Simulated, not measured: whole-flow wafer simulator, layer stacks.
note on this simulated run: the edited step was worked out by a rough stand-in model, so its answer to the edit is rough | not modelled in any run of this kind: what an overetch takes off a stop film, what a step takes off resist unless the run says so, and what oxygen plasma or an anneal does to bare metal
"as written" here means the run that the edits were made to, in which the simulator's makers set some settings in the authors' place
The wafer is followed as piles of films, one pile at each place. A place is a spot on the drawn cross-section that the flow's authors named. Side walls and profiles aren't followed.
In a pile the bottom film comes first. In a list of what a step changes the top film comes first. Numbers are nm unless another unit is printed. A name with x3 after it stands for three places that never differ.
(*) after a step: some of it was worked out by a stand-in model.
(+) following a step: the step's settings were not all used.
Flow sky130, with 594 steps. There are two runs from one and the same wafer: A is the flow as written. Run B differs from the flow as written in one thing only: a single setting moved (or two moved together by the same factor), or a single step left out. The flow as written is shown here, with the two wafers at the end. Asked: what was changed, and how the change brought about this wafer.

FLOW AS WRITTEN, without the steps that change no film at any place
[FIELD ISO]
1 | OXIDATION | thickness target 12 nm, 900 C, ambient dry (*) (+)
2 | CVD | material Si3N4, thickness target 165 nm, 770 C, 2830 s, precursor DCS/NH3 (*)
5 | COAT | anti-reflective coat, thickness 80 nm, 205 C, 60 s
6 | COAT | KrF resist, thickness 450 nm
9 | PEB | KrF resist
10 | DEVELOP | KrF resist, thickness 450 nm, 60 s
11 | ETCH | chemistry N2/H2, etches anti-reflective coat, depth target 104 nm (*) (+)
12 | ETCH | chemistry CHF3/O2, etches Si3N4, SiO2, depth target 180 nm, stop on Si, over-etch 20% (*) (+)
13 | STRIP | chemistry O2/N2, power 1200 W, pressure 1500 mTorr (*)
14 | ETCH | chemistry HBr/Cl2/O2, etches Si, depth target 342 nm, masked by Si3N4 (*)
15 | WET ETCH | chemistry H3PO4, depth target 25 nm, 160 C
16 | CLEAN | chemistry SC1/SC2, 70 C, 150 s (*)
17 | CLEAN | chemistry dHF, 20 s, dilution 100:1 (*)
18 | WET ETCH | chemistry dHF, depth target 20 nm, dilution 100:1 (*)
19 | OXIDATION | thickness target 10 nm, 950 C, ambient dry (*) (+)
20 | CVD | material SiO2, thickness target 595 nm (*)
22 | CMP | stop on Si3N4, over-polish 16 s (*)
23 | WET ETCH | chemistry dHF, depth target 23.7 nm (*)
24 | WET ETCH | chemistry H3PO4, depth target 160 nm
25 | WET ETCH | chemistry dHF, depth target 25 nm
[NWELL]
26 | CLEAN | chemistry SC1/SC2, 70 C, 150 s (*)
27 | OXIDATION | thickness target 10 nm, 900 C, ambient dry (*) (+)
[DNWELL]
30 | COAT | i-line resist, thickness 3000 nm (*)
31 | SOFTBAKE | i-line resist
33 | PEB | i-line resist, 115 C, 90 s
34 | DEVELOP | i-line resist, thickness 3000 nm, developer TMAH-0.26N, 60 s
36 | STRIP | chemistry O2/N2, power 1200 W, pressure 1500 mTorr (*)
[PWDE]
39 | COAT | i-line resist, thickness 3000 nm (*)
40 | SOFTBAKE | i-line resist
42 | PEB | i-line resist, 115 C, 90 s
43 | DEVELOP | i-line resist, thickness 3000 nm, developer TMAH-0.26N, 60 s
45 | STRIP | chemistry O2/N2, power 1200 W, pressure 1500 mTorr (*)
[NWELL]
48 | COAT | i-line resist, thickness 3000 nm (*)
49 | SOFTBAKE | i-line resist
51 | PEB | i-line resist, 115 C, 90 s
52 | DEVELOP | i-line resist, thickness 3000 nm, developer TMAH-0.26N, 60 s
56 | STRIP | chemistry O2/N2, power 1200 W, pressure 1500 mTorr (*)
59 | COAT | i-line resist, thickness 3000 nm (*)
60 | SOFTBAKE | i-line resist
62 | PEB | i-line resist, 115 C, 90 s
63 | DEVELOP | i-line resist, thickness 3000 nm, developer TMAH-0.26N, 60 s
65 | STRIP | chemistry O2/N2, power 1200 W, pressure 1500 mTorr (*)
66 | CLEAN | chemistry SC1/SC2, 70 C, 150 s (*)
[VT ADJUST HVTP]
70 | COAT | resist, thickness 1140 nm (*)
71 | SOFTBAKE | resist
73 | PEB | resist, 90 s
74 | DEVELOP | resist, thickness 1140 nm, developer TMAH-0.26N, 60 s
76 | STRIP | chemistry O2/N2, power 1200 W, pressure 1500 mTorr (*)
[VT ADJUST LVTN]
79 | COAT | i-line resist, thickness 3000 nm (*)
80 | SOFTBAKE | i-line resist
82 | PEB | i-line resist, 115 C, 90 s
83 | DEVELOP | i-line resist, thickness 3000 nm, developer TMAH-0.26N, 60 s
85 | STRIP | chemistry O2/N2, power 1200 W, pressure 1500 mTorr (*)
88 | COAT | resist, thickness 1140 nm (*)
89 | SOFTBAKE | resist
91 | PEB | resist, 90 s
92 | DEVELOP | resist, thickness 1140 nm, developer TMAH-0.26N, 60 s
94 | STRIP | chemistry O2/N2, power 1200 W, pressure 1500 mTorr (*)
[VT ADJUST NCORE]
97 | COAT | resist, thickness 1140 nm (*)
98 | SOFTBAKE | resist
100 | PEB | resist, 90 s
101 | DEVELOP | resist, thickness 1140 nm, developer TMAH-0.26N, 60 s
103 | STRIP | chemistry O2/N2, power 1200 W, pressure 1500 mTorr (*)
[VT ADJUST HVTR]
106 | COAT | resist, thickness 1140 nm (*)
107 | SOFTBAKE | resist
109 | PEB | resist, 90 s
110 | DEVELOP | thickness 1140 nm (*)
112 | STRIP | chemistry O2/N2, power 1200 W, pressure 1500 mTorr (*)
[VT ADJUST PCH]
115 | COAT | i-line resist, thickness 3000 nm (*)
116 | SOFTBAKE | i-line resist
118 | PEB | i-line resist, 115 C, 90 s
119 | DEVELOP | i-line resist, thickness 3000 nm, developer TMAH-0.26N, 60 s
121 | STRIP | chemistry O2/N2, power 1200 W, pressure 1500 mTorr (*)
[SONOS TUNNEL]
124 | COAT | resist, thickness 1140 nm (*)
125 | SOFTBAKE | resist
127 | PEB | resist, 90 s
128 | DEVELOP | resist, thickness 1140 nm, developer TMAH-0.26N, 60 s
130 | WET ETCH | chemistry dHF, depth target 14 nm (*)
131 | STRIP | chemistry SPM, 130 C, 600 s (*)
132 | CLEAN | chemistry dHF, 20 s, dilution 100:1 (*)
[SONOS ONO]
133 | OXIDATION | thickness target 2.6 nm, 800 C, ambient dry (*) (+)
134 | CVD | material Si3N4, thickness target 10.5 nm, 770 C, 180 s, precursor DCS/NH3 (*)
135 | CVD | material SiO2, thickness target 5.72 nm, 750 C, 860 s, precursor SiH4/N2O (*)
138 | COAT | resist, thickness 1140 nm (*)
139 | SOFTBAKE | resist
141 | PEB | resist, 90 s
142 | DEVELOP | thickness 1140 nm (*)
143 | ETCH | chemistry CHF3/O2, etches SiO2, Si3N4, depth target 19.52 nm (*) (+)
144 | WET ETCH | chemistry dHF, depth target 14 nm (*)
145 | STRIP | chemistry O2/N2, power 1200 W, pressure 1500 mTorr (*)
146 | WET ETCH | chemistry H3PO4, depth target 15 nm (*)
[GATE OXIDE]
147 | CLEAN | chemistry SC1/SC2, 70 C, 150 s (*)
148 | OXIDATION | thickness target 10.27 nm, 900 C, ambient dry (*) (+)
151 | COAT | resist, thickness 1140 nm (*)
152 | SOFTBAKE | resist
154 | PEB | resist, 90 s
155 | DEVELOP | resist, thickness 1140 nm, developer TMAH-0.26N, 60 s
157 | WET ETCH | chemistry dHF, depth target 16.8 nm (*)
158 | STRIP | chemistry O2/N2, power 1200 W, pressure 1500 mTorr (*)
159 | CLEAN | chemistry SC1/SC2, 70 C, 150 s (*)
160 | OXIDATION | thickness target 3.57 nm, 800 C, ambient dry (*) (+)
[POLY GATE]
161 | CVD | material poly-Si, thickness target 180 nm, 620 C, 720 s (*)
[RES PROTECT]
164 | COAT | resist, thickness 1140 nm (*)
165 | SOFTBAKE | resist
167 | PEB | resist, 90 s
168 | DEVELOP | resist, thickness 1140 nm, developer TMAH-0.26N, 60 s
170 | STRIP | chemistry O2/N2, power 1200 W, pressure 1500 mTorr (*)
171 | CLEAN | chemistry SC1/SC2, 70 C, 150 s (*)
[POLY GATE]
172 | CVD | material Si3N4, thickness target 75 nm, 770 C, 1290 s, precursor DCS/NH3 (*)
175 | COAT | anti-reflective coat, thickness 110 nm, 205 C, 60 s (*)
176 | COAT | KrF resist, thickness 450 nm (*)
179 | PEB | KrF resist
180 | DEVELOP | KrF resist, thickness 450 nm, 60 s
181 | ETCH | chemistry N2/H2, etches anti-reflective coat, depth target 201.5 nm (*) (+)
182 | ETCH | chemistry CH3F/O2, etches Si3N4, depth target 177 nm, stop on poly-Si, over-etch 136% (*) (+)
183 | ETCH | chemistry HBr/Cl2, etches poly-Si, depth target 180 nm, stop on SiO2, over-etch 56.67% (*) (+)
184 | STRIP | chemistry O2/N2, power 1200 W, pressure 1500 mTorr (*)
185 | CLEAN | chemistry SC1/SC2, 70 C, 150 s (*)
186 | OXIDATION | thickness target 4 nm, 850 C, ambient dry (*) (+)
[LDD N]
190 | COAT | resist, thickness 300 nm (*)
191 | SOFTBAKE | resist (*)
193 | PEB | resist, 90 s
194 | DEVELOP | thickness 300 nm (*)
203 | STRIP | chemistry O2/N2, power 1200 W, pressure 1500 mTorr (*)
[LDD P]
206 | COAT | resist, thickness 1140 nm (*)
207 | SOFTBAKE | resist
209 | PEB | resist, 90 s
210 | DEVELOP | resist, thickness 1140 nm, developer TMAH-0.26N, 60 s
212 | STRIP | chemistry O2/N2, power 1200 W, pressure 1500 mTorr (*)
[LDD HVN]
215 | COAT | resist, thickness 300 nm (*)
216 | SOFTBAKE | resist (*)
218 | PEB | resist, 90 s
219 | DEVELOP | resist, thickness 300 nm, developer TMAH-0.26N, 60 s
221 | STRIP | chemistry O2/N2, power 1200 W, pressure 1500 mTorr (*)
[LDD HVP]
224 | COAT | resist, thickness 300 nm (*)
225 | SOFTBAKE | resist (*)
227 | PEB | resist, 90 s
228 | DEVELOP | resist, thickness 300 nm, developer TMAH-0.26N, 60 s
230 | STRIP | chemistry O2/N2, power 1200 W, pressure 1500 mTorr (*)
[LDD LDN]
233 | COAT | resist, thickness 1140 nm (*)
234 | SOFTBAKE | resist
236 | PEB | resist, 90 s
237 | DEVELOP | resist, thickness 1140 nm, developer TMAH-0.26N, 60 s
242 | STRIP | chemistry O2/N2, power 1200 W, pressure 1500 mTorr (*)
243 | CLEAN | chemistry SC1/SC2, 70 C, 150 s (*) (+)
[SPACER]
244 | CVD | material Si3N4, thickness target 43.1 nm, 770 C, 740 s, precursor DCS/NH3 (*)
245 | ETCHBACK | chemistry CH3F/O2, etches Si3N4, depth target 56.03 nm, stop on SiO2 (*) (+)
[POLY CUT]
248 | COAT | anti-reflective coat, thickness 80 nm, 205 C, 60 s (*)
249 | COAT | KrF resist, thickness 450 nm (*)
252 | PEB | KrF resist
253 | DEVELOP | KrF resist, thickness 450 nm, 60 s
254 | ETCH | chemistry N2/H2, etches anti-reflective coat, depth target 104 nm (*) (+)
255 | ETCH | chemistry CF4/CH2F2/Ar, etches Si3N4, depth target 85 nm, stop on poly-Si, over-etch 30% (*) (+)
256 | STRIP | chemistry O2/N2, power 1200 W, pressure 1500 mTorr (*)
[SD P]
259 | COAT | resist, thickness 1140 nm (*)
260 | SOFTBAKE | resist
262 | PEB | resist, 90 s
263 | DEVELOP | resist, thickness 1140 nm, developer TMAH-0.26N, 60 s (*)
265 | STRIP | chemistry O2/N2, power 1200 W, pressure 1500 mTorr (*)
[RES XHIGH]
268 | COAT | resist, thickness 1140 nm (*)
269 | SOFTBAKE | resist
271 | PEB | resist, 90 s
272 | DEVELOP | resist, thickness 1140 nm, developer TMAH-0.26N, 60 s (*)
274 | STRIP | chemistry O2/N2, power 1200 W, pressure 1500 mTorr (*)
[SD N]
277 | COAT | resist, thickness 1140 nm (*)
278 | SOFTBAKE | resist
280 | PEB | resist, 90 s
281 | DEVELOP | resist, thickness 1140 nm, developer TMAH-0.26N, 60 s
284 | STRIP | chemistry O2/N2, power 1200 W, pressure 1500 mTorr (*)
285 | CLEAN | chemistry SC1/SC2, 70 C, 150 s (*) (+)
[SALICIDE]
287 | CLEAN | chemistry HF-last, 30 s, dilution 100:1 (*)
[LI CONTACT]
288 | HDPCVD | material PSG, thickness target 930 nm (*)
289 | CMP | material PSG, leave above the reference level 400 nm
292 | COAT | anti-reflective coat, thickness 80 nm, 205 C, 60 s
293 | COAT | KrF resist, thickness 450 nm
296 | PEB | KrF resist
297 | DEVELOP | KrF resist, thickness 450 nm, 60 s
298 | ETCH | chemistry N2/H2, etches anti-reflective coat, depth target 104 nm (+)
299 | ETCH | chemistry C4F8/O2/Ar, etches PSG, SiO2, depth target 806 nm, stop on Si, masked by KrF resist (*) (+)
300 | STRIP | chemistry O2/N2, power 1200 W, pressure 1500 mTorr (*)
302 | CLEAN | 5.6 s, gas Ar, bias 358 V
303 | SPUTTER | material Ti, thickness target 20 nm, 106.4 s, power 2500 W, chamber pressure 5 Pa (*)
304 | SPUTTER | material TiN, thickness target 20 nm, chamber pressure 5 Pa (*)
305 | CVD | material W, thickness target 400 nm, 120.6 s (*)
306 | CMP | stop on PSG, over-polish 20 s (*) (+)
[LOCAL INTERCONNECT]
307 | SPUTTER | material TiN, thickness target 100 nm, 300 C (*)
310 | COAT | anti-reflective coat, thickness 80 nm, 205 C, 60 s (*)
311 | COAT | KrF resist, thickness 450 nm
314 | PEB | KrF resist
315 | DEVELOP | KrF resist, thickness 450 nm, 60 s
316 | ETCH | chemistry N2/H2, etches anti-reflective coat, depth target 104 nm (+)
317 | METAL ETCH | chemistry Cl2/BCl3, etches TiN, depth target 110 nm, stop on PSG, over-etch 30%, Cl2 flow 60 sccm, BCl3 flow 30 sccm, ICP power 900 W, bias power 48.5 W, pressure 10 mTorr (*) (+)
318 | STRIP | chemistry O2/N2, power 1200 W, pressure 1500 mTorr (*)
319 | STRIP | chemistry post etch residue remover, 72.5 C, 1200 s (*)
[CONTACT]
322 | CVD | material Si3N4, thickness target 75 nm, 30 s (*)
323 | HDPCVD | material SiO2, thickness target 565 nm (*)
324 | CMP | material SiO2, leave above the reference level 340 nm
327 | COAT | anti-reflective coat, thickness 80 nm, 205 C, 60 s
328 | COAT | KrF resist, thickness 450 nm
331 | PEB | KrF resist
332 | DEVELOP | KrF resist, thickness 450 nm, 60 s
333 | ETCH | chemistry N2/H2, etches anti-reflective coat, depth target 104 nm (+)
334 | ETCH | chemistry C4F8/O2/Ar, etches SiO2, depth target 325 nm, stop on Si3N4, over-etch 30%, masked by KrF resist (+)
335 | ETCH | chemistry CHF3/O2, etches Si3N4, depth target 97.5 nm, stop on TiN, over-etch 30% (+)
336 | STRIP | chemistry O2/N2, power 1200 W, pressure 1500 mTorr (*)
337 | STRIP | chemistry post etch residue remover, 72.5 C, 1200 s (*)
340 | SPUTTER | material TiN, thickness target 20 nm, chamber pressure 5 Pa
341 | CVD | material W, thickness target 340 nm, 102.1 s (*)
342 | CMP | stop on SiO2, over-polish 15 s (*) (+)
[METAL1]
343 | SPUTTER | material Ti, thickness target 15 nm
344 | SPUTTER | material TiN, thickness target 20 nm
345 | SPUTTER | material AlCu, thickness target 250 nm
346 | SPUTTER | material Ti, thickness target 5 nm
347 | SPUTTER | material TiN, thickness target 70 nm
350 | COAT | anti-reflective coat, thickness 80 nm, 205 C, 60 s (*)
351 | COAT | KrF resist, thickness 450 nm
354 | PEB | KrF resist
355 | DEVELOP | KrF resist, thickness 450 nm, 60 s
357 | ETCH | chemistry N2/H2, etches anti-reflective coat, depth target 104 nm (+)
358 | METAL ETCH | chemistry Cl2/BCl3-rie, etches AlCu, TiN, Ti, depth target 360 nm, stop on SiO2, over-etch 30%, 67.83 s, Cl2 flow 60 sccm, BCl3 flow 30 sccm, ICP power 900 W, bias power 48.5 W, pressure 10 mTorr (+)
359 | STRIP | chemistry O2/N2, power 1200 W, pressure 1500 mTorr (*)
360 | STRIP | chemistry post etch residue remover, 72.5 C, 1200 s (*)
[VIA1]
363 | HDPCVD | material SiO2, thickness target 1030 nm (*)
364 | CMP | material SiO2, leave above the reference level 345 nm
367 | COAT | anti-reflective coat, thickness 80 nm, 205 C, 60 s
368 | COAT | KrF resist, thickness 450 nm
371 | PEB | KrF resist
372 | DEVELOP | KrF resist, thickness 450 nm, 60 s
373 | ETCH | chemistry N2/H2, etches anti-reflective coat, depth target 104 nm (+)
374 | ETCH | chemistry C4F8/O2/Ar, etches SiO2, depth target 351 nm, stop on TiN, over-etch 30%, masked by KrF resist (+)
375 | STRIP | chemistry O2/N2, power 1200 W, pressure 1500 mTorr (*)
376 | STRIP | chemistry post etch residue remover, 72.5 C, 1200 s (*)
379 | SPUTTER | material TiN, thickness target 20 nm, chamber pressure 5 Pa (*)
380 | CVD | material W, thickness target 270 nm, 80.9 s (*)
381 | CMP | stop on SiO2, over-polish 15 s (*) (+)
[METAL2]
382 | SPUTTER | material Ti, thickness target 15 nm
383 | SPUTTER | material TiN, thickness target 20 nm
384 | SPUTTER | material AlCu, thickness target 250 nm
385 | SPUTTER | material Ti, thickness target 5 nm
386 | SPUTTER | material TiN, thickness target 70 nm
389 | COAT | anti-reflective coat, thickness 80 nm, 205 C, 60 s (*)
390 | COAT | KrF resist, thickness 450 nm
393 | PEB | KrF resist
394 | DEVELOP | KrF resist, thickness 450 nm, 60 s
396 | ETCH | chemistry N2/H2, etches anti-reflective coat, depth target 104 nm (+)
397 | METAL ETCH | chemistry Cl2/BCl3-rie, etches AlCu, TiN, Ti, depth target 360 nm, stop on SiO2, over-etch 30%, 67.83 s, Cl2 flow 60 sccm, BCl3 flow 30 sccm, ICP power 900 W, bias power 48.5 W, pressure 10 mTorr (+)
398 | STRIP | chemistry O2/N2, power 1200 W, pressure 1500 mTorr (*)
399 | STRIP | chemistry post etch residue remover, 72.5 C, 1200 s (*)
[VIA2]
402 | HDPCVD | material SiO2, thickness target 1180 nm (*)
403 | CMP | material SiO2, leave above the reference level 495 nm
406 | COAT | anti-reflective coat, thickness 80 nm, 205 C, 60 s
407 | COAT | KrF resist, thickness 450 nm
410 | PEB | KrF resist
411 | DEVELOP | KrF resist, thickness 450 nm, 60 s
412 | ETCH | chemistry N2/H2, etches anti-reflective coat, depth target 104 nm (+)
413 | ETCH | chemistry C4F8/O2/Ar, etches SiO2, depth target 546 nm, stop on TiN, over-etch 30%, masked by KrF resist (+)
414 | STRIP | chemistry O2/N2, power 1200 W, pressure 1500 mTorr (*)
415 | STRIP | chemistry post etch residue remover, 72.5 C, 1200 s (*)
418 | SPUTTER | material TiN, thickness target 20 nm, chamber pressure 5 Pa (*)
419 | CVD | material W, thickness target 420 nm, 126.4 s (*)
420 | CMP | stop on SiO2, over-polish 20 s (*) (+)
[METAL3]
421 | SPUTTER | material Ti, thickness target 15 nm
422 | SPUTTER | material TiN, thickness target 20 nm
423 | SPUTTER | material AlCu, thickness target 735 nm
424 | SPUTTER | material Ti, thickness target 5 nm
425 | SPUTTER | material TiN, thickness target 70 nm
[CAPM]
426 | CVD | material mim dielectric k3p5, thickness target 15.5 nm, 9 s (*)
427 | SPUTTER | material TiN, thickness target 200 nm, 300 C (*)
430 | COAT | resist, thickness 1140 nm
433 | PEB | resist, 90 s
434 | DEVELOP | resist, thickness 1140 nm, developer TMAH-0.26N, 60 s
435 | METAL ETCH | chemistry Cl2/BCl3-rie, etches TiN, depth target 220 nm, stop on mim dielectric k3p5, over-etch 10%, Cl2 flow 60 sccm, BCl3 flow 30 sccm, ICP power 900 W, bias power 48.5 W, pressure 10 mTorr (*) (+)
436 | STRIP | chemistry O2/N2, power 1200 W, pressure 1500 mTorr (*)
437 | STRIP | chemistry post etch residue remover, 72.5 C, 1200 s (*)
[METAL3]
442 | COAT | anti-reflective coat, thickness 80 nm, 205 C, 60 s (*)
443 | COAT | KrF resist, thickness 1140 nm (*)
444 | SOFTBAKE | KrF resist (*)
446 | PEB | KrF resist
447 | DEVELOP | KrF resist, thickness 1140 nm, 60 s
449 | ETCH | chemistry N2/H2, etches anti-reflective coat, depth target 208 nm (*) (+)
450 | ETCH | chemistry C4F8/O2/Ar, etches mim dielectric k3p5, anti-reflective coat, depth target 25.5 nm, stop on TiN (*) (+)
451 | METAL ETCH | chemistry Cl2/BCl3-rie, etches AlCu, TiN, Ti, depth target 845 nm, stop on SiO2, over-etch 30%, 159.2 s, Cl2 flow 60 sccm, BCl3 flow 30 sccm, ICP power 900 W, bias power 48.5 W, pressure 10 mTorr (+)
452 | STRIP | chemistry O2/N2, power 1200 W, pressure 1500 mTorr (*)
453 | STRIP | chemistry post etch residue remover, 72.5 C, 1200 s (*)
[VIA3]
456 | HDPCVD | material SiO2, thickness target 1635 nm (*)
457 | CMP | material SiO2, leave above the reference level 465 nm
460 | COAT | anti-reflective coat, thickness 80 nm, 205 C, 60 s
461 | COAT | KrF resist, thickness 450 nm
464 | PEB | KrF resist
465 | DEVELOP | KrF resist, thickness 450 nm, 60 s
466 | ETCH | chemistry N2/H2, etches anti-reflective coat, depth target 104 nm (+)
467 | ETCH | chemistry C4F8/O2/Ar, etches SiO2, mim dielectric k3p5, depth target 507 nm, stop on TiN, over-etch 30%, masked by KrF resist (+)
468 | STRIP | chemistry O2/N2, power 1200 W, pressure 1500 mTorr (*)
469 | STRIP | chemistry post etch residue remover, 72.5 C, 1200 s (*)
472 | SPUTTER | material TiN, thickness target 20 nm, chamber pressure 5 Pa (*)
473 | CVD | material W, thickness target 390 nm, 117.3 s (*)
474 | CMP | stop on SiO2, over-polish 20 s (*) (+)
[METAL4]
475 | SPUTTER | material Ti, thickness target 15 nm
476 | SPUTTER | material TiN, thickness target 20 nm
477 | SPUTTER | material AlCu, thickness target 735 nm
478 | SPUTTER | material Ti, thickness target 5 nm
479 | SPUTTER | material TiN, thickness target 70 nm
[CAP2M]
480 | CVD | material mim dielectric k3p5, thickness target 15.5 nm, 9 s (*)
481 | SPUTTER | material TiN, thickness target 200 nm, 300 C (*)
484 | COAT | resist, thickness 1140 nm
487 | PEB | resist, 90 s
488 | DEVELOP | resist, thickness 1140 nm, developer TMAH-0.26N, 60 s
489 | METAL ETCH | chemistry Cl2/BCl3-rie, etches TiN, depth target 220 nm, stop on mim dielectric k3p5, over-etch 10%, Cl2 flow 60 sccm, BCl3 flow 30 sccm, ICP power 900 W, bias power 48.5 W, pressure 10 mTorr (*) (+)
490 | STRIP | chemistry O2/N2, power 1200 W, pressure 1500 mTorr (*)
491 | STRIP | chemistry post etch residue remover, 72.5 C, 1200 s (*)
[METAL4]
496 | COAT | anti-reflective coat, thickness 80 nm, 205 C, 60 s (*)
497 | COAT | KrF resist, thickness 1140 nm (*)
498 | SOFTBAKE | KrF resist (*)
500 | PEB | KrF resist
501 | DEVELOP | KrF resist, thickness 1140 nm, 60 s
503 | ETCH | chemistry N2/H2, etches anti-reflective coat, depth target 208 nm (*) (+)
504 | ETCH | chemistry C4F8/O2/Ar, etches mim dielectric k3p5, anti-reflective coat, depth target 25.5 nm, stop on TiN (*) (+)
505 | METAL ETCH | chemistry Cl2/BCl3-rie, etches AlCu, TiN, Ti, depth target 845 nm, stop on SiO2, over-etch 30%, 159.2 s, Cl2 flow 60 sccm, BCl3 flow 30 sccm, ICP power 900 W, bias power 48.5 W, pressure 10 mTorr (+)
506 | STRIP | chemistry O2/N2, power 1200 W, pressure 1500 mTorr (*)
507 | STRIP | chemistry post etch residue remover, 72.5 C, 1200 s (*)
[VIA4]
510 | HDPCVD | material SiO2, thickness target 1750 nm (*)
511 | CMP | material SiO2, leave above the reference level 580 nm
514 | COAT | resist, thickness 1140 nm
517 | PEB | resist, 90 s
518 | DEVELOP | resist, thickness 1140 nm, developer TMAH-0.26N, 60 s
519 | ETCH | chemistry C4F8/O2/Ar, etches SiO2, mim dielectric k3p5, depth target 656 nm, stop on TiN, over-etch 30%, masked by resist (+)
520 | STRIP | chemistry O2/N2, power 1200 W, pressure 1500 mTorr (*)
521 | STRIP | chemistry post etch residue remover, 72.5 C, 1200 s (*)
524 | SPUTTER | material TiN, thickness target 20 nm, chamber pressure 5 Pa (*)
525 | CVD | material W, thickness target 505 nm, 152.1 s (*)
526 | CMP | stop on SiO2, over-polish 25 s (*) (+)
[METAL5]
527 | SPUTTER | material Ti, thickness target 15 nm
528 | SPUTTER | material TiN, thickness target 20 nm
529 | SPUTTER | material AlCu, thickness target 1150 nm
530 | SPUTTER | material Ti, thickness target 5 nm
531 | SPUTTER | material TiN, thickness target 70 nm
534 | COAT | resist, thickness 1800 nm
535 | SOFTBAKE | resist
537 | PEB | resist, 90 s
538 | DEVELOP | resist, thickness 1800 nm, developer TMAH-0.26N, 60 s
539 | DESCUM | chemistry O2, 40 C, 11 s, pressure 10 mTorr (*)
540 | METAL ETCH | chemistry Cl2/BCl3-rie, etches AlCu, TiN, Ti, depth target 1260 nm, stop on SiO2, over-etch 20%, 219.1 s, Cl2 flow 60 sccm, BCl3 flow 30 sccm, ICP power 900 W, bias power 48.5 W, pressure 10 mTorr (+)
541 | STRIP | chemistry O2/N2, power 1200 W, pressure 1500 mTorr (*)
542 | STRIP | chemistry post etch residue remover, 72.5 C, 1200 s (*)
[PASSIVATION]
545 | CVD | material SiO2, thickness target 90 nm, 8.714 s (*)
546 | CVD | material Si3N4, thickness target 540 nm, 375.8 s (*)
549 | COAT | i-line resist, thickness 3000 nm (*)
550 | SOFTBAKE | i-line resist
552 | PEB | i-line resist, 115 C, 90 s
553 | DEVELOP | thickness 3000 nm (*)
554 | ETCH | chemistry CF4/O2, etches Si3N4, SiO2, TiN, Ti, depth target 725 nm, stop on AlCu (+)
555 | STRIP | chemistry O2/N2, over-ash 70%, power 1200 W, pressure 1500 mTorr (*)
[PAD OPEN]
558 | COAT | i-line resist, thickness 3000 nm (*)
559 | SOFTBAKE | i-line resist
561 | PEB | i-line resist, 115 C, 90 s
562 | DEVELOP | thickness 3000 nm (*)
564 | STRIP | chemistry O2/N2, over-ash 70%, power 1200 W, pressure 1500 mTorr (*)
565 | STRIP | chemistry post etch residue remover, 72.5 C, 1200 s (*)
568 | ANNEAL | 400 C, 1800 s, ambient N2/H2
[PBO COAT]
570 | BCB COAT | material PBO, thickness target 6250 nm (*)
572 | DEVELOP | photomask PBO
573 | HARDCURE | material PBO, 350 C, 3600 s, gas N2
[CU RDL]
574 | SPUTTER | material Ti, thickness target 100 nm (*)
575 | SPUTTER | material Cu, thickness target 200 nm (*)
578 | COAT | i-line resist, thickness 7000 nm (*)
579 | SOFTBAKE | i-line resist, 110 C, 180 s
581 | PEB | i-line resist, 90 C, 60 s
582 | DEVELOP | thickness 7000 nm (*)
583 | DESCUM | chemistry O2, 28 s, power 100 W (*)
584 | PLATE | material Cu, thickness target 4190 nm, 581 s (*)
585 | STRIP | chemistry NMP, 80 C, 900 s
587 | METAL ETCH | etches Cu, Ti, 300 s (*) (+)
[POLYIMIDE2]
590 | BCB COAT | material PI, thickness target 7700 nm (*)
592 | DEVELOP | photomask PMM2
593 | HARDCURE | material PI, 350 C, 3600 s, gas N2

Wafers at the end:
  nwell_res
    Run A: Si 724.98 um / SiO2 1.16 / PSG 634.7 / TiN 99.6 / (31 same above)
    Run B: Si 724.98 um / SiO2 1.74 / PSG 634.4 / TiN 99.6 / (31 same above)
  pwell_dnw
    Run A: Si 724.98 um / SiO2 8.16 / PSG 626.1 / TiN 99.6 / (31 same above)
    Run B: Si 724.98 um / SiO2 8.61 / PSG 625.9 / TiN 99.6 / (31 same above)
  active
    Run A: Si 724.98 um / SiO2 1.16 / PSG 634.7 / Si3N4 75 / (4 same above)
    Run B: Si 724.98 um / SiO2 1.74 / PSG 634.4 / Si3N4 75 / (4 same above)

Cause: step 186, OXIDATION: thickness target 3 nm was run, while the flow as written has thickness target 4 nm.

The path from the change to this, step by step:
  186 | OXIDATION | thickness target 4 nm, 850 C, ambient dry (*) (+)
      active, p_well, spacer and 26 more: A SiO2 gains 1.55, Si loses 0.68 | B SiO2 gains 2.13, Si loses 0.94
      ndiff_dn: A SiO2 gains 1.52, Si loses 0.67 | B SiO2 gains 2.07, Si loses 0.91
  248 | COAT | anti-reflective coat, thickness 80 nm, 205 C, 60 s (*)
      gate_p_hv: A anti-reflective coat gains 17 (new film) | B anti-reflective coat gains 16.1 (new film)
  256 | STRIP | chemistry O2/N2, power 1200 W, pressure 1500 mTorr (*)
      gate_p_hv: A KrF resist loses 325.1 (all of it), anti-reflective coat loses 17 (all of it) | B KrF resist loses 325.8 (all of it), anti-reflective coat loses 16.1 (all of it)
  299 | ETCH | chemistry C4F8/O2/Ar, etches PSG, SiO2, depth target 806 nm, stop on Si, masked by KrF resist (*) (+)
      contact, ndiff_licon, ndiff_licon_cpp: A PSG loses 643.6 (all of it), SiO2 loses 1.16 (all of it) | B PSG loses 643.2 (all of it), SiO2 loses 1.74 (all of it)
